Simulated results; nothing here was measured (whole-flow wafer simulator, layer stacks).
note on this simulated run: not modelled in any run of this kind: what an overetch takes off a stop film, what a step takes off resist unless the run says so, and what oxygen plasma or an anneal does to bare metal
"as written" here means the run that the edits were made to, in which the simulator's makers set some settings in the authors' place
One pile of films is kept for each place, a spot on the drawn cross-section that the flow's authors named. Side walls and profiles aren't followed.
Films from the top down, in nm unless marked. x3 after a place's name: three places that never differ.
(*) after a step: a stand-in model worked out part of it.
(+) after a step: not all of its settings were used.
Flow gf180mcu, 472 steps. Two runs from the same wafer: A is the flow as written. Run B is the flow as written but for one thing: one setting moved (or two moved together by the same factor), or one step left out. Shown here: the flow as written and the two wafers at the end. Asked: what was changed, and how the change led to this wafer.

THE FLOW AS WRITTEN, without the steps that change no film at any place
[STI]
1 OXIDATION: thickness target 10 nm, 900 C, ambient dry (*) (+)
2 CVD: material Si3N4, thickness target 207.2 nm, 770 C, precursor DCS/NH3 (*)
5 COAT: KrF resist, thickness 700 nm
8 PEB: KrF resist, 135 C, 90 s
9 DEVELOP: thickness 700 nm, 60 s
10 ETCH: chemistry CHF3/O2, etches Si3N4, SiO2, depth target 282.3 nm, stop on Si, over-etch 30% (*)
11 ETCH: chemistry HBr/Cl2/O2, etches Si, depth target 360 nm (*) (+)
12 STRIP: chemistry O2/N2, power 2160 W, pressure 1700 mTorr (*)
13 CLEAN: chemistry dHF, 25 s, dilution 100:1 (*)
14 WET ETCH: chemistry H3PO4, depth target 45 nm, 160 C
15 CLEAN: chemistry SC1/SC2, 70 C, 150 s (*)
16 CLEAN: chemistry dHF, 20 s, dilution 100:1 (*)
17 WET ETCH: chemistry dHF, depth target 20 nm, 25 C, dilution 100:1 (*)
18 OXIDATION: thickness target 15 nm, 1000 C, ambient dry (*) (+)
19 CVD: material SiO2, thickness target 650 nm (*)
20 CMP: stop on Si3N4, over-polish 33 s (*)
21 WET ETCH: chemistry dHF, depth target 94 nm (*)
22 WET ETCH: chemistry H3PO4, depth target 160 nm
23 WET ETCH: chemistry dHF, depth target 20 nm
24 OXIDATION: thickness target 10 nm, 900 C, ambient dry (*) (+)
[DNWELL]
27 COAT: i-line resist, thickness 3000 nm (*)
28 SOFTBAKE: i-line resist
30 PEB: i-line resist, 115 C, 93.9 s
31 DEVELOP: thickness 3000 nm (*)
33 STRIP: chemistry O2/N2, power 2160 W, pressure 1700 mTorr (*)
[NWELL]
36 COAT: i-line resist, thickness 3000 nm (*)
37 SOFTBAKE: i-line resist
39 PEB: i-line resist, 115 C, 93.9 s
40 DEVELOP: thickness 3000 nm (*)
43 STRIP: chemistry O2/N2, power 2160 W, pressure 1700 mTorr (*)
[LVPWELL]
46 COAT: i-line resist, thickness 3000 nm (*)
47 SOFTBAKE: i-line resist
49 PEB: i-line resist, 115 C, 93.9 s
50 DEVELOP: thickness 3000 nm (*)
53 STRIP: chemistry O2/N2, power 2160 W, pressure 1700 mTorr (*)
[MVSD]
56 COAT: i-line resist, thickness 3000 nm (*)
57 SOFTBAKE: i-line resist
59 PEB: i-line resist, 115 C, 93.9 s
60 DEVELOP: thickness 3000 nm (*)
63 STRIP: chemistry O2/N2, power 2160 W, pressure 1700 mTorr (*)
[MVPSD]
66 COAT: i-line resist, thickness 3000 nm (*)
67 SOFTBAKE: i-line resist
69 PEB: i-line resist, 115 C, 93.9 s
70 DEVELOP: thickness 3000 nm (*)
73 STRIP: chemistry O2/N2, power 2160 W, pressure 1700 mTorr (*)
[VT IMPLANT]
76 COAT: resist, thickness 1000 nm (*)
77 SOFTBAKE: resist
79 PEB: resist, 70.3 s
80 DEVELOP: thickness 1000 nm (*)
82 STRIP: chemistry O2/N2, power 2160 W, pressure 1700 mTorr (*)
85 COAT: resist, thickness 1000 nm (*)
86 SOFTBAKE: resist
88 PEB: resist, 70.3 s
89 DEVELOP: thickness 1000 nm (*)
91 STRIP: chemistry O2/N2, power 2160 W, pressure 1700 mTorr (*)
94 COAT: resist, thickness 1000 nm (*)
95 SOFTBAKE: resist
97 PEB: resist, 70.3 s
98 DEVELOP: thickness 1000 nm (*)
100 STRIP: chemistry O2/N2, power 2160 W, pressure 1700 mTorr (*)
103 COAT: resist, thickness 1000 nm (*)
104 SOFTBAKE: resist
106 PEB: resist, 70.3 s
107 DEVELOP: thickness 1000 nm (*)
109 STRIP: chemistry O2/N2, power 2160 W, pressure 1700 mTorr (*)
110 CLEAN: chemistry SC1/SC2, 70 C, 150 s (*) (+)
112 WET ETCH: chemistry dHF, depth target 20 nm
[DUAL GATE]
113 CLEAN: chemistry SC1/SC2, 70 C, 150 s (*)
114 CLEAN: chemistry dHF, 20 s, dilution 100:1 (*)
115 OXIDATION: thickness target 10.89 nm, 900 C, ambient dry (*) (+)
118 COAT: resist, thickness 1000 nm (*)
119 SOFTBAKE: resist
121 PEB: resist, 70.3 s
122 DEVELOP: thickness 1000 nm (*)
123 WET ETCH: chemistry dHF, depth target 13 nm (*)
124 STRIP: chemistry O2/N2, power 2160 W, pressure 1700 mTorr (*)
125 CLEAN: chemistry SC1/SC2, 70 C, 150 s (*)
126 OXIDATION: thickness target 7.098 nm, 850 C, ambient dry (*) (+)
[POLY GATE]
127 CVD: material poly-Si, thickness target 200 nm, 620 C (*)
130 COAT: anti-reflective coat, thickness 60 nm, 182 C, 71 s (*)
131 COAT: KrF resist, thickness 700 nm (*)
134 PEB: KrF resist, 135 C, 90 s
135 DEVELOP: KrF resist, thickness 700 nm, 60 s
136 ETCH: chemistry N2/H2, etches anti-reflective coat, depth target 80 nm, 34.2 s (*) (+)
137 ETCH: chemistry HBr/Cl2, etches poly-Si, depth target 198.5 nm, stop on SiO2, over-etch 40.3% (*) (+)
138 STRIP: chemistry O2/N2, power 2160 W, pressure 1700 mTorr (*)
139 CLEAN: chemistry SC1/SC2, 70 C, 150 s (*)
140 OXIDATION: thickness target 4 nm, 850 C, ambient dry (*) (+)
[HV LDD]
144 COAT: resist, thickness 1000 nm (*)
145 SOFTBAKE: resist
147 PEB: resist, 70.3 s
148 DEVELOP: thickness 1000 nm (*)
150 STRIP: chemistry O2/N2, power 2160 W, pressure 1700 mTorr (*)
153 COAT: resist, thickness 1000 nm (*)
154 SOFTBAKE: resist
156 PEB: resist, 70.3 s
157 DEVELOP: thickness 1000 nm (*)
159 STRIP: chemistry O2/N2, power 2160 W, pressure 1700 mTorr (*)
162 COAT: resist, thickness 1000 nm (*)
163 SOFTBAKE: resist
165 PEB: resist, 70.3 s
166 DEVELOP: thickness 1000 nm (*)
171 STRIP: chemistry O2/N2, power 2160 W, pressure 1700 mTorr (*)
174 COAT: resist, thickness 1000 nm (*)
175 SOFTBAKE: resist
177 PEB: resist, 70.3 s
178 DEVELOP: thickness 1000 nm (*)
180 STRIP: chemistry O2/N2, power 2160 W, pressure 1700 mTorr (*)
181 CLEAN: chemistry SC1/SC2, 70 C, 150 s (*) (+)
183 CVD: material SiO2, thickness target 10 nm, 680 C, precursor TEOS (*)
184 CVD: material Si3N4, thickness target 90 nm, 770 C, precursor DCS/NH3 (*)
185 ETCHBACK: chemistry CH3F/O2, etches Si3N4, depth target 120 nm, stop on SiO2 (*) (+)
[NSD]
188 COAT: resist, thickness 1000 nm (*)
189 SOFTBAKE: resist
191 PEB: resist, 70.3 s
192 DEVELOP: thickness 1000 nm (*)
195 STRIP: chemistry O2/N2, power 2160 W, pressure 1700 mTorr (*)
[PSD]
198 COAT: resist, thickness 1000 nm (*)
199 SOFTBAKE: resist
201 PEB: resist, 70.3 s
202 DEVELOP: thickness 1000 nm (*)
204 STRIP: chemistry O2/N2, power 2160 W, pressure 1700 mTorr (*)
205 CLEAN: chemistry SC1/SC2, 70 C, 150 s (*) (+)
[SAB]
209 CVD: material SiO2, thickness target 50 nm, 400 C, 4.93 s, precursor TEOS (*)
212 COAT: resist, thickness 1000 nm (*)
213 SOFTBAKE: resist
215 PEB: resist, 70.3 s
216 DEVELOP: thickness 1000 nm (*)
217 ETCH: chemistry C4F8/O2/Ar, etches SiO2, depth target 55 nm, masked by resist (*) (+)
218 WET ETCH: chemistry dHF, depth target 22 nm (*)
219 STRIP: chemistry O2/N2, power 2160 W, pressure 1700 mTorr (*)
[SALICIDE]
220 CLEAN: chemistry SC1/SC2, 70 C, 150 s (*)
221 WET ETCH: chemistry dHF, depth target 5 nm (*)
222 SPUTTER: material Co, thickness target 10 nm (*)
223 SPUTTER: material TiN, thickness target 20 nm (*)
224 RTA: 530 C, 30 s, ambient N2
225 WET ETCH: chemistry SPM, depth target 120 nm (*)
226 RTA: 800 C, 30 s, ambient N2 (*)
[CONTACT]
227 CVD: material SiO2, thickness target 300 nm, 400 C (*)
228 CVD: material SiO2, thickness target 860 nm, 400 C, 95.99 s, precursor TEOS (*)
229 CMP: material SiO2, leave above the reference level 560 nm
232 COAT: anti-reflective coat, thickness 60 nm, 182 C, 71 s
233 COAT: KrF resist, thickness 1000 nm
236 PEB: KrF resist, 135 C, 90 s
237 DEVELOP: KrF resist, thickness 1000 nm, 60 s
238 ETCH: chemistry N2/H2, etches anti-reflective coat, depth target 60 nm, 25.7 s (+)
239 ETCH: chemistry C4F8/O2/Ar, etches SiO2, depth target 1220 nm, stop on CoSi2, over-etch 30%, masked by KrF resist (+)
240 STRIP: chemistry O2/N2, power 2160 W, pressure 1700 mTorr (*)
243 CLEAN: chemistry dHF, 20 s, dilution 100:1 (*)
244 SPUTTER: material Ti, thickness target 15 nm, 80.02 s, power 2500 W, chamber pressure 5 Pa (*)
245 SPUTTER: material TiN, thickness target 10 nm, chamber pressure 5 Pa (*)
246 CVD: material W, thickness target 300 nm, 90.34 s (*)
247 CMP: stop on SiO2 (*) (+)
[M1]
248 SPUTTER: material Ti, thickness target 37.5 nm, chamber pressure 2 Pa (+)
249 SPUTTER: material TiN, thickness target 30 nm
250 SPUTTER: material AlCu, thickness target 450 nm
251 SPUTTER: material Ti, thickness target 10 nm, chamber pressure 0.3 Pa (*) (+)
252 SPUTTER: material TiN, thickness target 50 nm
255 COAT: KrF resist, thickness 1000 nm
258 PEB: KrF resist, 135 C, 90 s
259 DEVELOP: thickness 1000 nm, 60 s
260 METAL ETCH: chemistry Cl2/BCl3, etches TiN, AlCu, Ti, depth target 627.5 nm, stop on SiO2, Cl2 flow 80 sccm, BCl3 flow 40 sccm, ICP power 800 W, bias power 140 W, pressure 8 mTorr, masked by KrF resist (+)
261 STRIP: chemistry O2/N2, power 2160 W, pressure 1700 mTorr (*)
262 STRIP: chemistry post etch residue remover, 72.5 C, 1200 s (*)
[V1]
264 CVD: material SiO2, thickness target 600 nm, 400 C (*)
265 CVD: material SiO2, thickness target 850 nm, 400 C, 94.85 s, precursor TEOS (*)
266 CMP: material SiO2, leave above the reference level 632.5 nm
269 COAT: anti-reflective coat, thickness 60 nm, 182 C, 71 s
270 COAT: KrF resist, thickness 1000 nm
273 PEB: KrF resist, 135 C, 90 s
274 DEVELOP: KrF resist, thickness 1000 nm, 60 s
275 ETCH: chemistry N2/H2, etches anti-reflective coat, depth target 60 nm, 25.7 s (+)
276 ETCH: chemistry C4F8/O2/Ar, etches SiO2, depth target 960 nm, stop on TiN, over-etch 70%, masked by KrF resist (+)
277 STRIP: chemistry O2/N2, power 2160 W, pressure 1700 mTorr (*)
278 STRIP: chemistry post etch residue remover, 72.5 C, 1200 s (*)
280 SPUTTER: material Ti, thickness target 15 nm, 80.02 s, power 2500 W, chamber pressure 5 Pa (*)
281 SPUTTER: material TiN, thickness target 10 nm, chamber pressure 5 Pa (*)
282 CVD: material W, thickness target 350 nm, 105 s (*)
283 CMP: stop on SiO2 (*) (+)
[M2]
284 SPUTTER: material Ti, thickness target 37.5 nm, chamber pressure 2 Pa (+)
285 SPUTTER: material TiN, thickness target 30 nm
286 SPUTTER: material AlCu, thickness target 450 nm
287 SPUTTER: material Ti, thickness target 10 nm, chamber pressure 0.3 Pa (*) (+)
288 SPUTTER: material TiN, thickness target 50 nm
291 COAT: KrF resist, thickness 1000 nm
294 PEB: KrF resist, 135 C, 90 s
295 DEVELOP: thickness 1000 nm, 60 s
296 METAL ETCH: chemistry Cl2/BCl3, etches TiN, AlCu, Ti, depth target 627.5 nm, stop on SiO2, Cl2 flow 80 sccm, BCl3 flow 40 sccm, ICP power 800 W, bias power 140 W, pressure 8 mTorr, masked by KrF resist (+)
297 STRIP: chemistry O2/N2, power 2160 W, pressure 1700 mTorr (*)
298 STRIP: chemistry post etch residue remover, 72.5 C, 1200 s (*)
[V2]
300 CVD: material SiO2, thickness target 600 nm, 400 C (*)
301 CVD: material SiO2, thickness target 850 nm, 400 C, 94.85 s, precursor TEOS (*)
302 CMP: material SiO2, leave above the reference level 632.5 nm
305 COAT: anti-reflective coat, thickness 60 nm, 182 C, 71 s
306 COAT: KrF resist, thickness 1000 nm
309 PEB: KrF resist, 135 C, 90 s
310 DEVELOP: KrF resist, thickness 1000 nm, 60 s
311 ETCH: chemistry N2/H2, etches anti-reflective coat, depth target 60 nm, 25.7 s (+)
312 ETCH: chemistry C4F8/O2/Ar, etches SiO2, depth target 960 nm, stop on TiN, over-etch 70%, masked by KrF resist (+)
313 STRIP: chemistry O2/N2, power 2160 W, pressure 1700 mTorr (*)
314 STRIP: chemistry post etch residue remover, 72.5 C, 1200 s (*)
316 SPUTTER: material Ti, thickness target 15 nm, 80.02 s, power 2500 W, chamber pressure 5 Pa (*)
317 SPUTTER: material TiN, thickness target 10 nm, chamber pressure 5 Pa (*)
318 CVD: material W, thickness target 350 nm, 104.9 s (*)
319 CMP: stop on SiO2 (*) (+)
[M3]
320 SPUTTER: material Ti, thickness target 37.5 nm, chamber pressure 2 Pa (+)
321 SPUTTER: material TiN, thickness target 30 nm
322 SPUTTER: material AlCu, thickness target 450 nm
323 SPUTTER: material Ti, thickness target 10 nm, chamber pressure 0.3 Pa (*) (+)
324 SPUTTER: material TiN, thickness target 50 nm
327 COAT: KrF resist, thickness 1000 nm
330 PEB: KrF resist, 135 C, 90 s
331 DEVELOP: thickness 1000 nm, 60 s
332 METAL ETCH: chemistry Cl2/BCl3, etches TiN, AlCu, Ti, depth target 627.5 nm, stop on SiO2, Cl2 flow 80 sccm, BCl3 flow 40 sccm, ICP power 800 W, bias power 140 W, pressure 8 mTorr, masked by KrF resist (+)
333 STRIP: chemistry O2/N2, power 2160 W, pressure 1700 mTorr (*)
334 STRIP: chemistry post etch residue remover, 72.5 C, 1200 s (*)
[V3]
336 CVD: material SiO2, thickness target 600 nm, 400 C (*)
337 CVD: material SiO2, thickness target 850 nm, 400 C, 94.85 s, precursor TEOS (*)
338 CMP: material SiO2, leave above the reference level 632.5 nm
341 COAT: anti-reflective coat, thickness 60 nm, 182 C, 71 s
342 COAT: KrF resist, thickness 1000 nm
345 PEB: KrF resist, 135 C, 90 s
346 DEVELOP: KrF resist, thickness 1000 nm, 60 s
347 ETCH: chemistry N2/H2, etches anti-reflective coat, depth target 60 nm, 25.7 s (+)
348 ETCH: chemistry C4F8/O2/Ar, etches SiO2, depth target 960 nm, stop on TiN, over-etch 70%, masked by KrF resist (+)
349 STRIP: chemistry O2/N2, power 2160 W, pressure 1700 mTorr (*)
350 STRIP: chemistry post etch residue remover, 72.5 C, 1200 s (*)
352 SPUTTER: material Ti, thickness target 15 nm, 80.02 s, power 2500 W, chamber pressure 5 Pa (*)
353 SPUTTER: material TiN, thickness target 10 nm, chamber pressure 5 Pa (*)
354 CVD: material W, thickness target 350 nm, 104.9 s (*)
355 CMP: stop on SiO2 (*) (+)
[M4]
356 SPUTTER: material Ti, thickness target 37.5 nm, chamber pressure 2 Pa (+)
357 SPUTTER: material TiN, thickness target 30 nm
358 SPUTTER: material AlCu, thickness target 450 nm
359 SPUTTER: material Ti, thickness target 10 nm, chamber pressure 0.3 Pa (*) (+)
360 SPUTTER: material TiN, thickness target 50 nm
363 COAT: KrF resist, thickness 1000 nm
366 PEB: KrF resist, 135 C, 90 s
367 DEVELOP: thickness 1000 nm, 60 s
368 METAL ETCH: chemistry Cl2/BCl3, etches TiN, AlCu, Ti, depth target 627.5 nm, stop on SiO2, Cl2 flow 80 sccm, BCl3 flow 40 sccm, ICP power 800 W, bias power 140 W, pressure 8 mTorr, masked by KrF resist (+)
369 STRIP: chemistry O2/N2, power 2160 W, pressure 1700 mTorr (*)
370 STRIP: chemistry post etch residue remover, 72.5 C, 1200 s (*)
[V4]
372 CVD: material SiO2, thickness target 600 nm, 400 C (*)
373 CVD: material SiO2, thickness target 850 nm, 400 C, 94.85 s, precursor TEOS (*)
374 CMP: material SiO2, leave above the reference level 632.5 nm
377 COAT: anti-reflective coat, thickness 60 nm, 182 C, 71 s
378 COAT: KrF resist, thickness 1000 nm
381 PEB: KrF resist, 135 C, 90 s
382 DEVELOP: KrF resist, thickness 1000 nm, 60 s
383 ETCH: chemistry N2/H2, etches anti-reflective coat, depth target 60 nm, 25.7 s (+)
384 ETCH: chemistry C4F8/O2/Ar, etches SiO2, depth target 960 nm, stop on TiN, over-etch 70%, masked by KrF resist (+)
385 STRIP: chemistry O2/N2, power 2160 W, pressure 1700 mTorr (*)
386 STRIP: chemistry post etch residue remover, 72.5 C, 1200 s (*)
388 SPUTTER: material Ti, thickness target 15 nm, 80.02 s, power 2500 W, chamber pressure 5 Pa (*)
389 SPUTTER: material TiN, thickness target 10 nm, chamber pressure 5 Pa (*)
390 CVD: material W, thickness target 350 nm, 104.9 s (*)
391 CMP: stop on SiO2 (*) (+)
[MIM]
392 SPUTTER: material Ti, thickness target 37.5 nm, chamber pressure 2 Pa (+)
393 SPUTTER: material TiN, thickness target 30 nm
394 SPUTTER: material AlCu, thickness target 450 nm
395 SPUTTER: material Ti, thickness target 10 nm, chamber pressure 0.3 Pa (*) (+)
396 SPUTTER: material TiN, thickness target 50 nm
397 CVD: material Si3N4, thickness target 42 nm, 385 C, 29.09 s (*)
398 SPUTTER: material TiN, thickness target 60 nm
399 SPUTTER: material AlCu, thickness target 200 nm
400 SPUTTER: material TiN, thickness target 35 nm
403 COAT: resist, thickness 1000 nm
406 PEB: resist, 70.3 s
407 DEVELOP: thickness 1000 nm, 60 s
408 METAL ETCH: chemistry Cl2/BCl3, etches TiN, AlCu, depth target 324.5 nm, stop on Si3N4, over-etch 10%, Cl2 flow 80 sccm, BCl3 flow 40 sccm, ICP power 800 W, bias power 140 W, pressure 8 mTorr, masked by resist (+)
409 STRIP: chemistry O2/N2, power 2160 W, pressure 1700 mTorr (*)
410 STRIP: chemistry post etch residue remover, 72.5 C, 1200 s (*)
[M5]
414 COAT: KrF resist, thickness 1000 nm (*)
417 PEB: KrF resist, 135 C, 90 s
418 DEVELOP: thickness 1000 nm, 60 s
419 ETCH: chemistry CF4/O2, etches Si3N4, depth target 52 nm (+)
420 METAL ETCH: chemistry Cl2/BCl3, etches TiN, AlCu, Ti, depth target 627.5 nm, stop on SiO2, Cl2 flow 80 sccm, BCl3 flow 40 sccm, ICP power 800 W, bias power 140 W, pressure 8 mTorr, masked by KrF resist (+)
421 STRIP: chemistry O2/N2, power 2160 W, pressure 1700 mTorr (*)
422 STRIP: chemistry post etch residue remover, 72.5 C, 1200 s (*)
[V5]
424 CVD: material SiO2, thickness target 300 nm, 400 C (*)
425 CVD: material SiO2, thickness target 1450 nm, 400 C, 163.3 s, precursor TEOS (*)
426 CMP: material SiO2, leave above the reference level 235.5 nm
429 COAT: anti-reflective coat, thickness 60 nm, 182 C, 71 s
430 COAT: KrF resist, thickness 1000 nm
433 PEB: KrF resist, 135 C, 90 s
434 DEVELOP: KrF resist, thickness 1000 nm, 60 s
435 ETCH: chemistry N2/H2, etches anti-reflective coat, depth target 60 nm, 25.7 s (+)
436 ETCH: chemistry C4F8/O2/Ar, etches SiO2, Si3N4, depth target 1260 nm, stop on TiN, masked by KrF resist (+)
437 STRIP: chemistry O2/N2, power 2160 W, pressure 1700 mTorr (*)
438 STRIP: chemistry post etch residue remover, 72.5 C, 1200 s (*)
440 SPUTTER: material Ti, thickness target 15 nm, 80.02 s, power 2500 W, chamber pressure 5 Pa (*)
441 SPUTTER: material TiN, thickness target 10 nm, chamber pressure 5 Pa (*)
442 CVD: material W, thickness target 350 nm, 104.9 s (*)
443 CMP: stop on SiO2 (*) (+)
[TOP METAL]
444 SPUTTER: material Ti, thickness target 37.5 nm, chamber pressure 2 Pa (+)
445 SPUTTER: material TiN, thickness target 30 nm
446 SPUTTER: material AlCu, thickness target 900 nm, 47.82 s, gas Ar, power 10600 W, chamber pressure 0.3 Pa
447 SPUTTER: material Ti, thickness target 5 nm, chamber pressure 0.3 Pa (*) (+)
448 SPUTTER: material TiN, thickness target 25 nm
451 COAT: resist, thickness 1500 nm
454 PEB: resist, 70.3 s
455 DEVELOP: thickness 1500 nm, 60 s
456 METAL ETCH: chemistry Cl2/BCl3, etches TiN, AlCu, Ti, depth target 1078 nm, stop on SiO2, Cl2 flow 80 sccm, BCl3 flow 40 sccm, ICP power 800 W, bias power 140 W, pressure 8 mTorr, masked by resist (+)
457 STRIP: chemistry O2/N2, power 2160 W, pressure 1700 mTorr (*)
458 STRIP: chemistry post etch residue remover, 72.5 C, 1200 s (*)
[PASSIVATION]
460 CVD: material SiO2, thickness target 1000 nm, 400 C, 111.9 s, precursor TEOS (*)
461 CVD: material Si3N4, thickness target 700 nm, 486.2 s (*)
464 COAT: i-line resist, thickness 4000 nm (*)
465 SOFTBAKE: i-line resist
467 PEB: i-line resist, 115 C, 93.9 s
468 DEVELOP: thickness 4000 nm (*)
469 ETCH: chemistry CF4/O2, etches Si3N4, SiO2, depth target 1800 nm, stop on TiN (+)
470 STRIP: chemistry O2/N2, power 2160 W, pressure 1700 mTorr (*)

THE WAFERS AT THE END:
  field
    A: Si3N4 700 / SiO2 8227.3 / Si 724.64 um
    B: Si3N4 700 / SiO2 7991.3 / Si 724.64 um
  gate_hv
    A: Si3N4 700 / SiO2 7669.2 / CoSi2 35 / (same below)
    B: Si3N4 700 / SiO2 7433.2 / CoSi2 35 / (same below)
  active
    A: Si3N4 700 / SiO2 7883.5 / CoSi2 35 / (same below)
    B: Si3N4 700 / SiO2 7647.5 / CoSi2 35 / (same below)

The cause: step 358, SPUTTER: thickness target 214 nm was run, where the flow has thickness target 450 nm.

How the change led to this, step by step:
  358 SPUTTER: material AlCu, thickness target 450 nm
      field, field__w1, field__w2 and 108 more: A AlCu +450 (new film) | B AlCu +214 (new film)
  368 METAL ETCH: chemistry Cl2/BCl3, etches TiN, AlCu, Ti, depth target 627.5 nm, stop on SiO2, Cl2 flow 80 sccm, BCl3 flow 40 sccm, ICP power 800 W, bias power 140 W, pressure 8 mTorr, masked by KrF resist (+)
      field, field__w1, field__w2 and 103 more: A TiN -50 (all of it), Ti -10 (all of it), AlCu -450 (all of it), TiN -30 (all of it), Ti -37.5 (all of it) | B TiN -50 (all of it), Ti -10 (all of it), AlCu -214 (all of it), TiN -30 (all of it), Ti -37.5 (all of it)
      field__w8, contact, m1, m1__w1, m1_nw: A KrF resist -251 | B KrF resist -204.9
  369 STRIP: chemistry O2/N2, power 2160 W, pressure 1700 mTorr (*)
      field__w8, contact, m1, m1__w1, m1_nw: A KrF resist -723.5 (all of it) | B KrF resist -769.6 (all of it)
  374 CMP: material SiO2, leave above the reference level 632.5 nm
      field, field__w1, field__w2 and 103 more: A SiO2 -300 | B SiO2 -536
